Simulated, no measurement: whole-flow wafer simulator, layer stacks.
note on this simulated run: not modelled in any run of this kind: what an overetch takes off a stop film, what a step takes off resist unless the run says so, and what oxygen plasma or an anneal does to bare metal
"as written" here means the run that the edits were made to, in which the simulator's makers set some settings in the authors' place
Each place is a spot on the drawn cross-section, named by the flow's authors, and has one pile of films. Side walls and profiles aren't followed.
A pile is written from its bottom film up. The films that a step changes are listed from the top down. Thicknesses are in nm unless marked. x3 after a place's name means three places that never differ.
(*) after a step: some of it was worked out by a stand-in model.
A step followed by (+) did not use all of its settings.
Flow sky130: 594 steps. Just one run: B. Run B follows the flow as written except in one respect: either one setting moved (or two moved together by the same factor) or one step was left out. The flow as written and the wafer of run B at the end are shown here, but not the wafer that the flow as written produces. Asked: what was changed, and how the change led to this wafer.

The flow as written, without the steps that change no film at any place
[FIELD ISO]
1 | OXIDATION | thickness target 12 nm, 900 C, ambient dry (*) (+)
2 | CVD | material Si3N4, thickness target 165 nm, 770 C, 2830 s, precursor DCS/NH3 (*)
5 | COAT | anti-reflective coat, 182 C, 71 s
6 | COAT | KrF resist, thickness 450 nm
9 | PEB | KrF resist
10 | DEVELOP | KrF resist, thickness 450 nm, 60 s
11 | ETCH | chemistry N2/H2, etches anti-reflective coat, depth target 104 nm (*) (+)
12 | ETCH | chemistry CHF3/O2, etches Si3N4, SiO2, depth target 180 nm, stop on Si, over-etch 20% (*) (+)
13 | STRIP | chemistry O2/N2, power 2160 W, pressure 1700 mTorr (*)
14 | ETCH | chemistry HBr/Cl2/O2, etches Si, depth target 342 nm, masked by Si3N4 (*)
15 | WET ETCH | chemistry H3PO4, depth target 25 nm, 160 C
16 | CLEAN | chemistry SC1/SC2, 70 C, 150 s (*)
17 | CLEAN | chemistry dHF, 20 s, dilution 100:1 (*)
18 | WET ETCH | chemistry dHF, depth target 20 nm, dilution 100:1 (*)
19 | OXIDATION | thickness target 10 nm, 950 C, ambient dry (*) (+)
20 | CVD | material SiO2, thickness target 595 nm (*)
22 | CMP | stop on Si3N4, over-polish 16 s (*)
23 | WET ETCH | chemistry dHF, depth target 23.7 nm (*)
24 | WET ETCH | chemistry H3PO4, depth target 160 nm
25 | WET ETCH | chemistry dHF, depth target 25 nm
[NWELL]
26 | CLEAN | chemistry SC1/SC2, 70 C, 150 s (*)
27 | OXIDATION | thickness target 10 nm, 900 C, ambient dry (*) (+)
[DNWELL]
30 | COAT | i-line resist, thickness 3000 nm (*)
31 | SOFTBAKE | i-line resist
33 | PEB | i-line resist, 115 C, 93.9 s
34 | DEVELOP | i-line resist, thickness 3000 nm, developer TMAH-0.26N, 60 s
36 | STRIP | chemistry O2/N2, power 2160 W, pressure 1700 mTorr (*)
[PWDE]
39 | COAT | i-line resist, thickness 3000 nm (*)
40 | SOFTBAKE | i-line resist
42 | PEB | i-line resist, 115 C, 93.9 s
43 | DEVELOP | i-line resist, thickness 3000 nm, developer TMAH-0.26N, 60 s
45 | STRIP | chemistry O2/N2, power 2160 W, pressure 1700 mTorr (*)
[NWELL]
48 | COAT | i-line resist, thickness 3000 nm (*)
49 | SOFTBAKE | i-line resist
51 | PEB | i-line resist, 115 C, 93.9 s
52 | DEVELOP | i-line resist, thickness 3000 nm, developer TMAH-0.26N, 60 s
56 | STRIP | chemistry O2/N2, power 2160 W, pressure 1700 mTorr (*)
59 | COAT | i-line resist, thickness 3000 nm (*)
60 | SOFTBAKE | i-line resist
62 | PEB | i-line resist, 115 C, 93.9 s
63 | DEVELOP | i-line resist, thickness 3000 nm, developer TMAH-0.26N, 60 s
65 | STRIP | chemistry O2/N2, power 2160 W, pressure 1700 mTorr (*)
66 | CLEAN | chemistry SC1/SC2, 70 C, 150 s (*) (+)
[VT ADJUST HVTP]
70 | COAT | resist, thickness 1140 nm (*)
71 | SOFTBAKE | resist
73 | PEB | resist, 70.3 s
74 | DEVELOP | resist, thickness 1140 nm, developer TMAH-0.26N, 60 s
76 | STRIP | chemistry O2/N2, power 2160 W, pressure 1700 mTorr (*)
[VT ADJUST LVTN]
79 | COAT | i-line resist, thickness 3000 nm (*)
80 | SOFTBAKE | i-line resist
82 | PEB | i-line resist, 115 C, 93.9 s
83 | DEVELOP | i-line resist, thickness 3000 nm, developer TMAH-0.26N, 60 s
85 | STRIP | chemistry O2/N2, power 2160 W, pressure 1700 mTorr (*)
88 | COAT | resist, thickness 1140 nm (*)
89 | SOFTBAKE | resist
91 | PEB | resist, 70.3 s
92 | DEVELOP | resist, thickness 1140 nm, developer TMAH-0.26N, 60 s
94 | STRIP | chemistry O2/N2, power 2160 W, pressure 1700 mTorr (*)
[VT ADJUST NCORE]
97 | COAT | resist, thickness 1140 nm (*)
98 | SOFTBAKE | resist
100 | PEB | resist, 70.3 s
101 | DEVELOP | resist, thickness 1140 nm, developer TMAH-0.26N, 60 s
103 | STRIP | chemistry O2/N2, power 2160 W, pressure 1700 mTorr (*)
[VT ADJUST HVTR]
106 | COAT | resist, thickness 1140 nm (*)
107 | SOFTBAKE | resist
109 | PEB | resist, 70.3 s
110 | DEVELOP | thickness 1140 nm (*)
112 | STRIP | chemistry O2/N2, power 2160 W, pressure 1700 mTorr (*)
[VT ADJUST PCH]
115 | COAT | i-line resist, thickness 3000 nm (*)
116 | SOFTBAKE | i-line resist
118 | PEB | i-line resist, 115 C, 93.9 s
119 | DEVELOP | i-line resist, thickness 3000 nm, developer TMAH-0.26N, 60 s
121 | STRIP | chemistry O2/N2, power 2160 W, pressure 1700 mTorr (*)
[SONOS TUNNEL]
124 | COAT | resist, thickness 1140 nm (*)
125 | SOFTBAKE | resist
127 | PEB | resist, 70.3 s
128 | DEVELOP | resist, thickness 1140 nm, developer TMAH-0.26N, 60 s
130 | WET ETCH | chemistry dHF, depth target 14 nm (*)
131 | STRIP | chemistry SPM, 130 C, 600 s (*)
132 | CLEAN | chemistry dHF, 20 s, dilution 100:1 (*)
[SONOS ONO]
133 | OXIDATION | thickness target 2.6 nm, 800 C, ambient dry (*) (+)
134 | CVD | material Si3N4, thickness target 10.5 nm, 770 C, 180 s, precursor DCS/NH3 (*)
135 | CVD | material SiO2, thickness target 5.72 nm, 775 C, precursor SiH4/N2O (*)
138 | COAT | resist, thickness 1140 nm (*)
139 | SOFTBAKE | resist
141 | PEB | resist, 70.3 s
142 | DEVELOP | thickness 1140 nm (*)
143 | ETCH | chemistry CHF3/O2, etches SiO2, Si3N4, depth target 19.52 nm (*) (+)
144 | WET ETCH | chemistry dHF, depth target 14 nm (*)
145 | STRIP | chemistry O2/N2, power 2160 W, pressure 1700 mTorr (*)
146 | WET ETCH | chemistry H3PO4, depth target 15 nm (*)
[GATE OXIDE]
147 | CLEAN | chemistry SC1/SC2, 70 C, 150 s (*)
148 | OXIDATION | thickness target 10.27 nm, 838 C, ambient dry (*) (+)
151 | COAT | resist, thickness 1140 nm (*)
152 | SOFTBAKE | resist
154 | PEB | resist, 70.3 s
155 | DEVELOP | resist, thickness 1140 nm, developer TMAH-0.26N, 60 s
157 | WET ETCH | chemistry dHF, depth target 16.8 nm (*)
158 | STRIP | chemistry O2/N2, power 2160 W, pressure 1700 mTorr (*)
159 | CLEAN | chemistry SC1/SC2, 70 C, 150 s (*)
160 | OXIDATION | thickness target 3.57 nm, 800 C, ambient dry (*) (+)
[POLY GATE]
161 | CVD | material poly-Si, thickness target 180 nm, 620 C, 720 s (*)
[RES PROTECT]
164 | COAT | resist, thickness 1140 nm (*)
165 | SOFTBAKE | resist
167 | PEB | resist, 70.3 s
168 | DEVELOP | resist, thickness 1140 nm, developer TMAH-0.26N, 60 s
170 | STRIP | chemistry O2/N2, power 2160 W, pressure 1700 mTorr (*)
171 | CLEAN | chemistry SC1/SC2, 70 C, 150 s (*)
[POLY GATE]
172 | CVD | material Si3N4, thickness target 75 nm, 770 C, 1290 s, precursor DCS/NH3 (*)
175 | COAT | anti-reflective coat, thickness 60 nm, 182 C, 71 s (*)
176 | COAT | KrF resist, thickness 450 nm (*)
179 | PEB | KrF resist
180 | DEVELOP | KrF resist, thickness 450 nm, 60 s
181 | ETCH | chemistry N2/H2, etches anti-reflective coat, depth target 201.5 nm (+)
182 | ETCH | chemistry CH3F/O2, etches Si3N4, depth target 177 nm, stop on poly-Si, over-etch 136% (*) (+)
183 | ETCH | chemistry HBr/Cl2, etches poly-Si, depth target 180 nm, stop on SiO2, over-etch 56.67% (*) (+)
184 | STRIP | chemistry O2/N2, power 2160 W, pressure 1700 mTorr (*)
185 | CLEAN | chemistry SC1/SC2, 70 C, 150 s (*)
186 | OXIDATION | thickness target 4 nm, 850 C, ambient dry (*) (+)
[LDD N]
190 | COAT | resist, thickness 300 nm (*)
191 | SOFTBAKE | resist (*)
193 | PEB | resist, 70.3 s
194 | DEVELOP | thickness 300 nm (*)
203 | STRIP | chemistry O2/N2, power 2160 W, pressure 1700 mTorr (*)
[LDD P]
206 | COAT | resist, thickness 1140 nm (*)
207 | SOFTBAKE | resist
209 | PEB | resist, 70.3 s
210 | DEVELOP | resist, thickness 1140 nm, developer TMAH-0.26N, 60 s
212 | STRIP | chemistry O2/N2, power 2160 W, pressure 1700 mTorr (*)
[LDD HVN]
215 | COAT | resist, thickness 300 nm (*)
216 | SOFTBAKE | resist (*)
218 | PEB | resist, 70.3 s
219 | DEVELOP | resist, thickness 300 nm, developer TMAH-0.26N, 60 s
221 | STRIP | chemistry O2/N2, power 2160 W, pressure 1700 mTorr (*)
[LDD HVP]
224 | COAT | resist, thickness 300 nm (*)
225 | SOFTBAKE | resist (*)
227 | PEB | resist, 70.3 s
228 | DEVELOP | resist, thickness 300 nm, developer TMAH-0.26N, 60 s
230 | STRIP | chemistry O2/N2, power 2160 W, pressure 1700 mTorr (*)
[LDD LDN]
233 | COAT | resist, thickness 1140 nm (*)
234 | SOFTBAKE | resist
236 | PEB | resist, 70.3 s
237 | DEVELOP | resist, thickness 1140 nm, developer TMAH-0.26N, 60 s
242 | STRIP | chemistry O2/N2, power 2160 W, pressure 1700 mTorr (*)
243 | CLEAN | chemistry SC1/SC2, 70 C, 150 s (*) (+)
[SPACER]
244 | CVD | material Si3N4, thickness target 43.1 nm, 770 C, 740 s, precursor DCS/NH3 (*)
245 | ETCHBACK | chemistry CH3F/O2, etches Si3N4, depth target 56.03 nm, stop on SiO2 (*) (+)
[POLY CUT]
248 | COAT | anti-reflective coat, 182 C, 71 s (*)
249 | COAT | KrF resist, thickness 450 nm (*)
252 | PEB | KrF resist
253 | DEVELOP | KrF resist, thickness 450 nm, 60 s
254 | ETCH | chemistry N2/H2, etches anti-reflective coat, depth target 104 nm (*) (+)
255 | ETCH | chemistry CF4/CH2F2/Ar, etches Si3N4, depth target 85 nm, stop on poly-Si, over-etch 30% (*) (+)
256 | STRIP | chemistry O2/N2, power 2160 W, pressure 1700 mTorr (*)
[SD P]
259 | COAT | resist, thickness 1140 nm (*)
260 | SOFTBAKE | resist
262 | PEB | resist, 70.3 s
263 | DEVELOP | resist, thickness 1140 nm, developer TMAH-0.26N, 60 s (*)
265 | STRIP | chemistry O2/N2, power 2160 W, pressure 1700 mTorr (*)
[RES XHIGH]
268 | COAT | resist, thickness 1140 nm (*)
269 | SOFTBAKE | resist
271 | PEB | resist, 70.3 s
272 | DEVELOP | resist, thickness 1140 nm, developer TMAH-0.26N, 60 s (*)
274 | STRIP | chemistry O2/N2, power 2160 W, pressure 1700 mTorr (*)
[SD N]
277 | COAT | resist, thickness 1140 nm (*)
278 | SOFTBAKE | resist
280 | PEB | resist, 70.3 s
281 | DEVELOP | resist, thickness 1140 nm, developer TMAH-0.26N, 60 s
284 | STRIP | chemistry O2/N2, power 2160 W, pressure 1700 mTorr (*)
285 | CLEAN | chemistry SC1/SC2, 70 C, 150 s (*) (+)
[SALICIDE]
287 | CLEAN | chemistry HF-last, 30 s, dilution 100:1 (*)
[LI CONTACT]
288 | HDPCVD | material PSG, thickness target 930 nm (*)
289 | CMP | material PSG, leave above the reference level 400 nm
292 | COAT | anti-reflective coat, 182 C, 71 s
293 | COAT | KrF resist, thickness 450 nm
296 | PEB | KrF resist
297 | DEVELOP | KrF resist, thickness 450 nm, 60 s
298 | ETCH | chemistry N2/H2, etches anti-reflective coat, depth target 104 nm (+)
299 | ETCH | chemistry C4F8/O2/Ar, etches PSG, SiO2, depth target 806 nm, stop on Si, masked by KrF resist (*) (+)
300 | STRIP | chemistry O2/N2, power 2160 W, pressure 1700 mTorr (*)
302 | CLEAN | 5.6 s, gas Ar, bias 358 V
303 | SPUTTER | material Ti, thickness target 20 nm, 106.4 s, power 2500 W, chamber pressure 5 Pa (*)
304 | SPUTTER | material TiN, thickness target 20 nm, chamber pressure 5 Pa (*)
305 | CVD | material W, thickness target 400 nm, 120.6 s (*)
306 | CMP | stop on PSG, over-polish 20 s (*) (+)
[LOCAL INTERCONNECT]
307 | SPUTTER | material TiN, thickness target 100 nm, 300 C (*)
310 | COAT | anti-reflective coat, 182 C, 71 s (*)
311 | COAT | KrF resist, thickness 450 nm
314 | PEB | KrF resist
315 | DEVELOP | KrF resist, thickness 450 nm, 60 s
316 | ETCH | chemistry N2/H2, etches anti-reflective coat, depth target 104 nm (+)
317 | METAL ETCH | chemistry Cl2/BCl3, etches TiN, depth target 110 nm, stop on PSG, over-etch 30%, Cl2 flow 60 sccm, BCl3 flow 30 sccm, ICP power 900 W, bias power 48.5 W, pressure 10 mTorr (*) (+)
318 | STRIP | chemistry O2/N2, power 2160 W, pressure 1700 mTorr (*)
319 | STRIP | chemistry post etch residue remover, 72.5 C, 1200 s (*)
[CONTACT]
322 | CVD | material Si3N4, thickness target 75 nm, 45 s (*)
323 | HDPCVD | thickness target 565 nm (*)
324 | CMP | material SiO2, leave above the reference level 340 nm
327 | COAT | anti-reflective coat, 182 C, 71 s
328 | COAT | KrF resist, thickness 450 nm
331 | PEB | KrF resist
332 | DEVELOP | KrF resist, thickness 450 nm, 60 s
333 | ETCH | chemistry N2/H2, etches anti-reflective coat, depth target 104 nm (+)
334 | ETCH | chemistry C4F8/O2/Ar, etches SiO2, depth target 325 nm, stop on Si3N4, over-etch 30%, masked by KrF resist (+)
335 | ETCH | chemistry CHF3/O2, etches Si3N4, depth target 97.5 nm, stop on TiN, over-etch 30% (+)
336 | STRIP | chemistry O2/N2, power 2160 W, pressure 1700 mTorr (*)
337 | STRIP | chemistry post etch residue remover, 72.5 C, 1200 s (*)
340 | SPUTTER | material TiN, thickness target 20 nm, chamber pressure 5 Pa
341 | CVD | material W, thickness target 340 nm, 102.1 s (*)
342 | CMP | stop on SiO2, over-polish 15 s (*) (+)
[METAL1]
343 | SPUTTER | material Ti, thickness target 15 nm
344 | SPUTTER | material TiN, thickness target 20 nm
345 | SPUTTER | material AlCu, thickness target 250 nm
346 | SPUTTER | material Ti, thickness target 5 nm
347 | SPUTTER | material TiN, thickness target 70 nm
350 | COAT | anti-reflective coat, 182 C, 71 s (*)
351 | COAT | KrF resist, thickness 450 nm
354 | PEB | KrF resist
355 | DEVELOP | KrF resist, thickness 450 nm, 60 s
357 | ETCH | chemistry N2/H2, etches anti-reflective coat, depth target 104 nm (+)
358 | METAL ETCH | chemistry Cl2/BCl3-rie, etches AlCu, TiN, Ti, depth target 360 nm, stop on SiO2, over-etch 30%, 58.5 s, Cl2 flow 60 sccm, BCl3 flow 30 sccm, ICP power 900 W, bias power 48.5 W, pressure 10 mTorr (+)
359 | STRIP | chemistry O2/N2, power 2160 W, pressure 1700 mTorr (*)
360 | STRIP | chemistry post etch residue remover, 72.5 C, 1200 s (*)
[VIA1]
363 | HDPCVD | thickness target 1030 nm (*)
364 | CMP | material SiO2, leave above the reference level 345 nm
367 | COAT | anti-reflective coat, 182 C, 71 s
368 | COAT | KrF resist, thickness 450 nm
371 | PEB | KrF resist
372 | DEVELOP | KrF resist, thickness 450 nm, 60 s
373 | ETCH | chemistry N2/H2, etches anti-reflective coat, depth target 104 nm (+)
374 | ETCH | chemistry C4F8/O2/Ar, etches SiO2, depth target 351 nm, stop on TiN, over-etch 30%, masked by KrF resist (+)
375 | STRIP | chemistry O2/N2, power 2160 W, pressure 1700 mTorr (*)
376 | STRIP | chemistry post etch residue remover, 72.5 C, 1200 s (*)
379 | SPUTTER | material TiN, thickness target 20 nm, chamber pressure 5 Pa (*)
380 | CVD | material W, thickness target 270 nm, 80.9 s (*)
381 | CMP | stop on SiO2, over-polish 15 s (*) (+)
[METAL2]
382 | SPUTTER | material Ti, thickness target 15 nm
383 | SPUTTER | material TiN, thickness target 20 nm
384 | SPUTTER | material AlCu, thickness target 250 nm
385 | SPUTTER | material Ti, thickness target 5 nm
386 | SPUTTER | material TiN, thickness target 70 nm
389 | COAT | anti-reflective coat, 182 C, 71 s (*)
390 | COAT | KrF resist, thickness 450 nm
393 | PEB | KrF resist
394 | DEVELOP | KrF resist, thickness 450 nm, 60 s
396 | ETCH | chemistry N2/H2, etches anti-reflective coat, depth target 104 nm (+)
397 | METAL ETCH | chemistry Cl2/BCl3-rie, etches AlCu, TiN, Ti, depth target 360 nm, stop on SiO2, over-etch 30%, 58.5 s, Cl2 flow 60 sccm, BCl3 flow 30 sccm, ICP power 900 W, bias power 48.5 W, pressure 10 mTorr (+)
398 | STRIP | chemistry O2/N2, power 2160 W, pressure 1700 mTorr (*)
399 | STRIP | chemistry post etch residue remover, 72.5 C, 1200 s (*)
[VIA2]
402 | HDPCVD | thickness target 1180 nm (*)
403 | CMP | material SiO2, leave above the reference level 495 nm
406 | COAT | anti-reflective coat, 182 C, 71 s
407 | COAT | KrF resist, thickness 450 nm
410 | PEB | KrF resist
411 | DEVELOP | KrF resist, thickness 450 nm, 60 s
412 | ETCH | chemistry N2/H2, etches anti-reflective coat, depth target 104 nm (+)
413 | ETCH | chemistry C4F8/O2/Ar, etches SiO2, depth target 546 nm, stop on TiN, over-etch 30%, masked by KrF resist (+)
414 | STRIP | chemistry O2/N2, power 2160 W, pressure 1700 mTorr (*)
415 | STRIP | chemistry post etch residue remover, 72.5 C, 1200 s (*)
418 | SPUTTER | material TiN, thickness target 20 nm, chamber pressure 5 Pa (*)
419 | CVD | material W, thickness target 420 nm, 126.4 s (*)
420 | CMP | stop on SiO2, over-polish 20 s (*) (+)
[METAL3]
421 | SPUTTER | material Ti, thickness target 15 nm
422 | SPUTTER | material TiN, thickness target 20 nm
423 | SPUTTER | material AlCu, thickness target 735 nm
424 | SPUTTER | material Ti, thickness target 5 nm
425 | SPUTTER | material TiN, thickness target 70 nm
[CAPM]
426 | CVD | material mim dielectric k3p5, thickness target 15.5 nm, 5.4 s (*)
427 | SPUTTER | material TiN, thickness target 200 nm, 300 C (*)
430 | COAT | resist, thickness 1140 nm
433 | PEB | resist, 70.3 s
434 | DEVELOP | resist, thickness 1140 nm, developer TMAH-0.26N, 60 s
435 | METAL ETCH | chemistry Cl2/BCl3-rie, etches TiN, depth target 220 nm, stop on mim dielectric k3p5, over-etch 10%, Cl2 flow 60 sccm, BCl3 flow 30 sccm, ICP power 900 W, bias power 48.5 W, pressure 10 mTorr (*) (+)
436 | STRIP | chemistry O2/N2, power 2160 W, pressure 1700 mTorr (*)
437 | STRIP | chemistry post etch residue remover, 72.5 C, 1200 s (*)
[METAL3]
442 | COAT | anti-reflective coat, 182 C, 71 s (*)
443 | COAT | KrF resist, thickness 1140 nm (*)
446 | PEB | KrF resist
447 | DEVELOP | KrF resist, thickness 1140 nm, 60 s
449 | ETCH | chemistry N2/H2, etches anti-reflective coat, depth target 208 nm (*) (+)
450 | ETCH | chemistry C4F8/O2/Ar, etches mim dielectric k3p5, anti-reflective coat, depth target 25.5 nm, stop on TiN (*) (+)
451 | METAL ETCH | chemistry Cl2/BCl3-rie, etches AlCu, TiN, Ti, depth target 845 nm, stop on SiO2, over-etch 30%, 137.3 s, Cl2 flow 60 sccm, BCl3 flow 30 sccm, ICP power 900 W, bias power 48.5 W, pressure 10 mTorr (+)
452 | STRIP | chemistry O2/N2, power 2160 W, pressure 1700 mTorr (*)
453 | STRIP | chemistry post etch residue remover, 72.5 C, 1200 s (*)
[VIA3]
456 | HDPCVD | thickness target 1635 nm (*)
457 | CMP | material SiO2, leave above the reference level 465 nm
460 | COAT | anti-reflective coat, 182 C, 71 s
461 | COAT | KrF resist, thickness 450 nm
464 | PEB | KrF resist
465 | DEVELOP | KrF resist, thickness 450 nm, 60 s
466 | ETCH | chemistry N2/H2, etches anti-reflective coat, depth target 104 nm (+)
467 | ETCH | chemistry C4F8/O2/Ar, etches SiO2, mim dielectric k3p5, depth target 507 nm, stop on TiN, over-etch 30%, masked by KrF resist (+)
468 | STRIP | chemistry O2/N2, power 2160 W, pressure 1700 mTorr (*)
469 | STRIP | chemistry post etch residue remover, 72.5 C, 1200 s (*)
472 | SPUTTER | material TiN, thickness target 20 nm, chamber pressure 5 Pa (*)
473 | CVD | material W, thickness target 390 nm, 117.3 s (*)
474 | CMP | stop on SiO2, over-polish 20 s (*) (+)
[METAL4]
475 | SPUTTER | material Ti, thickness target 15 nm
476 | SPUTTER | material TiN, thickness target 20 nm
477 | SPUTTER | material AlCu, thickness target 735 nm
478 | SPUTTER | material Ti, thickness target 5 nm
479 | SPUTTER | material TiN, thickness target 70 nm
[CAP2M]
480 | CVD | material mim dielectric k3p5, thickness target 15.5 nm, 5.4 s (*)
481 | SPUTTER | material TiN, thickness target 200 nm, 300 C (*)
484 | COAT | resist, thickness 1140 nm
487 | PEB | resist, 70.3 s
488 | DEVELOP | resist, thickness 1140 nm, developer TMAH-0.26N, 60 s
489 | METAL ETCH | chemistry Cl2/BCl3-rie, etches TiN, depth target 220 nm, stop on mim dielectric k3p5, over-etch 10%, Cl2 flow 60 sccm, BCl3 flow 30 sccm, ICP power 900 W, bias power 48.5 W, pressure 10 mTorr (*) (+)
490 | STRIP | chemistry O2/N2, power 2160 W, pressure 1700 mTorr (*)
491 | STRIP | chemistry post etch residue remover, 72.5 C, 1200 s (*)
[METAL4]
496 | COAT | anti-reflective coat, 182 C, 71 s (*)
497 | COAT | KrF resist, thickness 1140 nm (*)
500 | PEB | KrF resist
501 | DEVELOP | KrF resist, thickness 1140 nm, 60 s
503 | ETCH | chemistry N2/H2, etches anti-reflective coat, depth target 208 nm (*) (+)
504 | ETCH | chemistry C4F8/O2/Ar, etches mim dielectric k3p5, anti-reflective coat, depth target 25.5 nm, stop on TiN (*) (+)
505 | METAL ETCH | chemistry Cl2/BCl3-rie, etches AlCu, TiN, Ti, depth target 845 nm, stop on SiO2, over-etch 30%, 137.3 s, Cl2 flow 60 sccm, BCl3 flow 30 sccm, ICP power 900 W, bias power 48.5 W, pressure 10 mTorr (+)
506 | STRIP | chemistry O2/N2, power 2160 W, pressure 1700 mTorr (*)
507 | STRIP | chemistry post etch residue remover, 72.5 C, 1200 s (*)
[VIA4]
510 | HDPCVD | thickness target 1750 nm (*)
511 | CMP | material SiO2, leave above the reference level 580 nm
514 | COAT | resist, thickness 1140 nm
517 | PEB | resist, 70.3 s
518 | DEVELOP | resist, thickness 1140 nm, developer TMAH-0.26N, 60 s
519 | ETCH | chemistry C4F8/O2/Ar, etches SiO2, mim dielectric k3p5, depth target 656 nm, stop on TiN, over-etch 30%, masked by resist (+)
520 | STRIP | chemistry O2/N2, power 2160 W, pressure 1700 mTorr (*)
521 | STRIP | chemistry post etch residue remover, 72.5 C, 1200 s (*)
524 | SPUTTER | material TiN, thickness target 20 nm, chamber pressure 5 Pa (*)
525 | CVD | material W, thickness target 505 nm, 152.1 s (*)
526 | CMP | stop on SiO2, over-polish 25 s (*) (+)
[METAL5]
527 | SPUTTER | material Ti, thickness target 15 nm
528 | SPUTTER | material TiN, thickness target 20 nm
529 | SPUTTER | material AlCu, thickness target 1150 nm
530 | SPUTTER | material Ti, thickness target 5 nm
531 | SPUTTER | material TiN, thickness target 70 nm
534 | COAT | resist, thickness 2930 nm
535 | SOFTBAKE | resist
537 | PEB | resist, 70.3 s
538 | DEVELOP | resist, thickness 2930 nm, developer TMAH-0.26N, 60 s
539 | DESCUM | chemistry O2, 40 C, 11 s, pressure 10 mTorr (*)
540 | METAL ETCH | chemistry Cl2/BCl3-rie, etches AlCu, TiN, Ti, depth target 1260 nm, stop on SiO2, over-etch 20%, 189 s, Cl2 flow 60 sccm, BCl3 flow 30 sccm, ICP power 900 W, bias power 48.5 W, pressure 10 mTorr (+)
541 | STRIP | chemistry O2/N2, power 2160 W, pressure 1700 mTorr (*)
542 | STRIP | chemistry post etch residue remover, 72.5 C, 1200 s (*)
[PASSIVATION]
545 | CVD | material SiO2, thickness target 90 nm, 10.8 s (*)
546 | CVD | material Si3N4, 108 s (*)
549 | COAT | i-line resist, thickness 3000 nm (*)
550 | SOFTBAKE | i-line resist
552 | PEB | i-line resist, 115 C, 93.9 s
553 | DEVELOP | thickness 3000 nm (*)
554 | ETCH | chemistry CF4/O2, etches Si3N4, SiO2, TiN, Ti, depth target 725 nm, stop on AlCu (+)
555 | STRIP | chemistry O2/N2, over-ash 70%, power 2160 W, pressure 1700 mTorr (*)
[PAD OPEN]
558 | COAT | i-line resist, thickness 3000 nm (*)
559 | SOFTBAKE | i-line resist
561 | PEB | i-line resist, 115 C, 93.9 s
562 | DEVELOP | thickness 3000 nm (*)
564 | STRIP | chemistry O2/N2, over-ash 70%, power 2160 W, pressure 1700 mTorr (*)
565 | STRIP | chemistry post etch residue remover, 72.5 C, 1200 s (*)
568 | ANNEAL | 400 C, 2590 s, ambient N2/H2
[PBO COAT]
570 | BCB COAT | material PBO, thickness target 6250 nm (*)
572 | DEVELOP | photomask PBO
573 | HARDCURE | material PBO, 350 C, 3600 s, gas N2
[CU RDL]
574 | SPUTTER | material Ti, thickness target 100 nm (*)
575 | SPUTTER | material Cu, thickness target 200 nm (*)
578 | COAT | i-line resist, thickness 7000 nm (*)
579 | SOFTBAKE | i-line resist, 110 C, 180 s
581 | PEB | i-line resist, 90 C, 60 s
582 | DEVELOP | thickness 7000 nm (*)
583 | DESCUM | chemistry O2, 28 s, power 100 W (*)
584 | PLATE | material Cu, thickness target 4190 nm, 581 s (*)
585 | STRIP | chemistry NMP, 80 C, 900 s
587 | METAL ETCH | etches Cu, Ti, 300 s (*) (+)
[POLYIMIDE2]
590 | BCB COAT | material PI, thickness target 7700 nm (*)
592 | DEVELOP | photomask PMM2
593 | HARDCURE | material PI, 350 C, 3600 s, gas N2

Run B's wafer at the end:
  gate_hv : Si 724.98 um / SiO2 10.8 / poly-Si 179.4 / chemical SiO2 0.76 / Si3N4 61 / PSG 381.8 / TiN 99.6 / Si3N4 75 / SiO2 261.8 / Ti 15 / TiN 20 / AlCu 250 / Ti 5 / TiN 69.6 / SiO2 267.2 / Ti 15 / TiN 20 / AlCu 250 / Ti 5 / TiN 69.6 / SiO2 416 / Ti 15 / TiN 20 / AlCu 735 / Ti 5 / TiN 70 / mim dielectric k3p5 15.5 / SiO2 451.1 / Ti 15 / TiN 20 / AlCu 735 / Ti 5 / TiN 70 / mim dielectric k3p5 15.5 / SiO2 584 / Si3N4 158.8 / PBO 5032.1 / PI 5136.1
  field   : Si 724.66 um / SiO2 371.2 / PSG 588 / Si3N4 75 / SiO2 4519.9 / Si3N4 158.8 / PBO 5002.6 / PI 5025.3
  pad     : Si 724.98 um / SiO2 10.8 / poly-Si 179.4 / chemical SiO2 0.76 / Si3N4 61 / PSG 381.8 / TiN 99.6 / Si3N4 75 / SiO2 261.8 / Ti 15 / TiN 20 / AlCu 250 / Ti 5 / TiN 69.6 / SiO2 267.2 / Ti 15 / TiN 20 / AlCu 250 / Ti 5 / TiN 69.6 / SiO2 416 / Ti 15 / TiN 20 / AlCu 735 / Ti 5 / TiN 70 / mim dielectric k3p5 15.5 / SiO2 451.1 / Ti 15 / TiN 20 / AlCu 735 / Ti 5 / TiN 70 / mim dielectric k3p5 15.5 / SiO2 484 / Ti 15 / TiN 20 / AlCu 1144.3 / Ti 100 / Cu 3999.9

Cause: step 457, CMP: leave above the reference level 546 nm was run, though the flow has leave above the reference level 465 nm.

The path from the change to this, step by step:
  457 | CMP | material SiO2, leave above the reference level 465 nm
      n_well, p_well, gate_hv and 99 more: -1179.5 SiO2 (as written it would have been: -1260.5 SiO2)
      field, active, gate and 82 more: -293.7 SiO2 (as written it would have been: -374.7 SiO2)
      (also at 5 further places)
  467 | ETCH | chemistry C4F8/O2/Ar, etches SiO2, mim dielectric k3p5, depth target 507 nm, stop on TiN, over-etch 30%, masked by KrF resist (+)
      m1: -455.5 SiO2 (all of it), -15.5 mim dielectric k3p5 (all of it) (as written it would have been: -374.5 SiO2 (all of it), -15.5 mim dielectric k3p5 (all of it))
      via3_hole: -454.9 SiO2 (all of it), -15.5 mim dielectric k3p5 (all of it) (as written it would have been: -373.9 SiO2 (all of it), -15.5 mim dielectric k3p5 (all of it))
  472 | SPUTTER | material TiN, thickness target 20 nm, chamber pressure 5 Pa (*)
      m1: +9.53 TiN (as written it would have been: +10.6 TiN)
      via3_hole: +9.52 TiN (as written it would have been: +10.6 TiN)
  473 | CVD | material W, thickness target 390 nm, 117.3 s (*)
      m1: +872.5 W (new film) (as written it would have been: +790.5 W (new film))
      via3_hole: +871.9 W (new film) (as written it would have been: +789.9 W (new film))
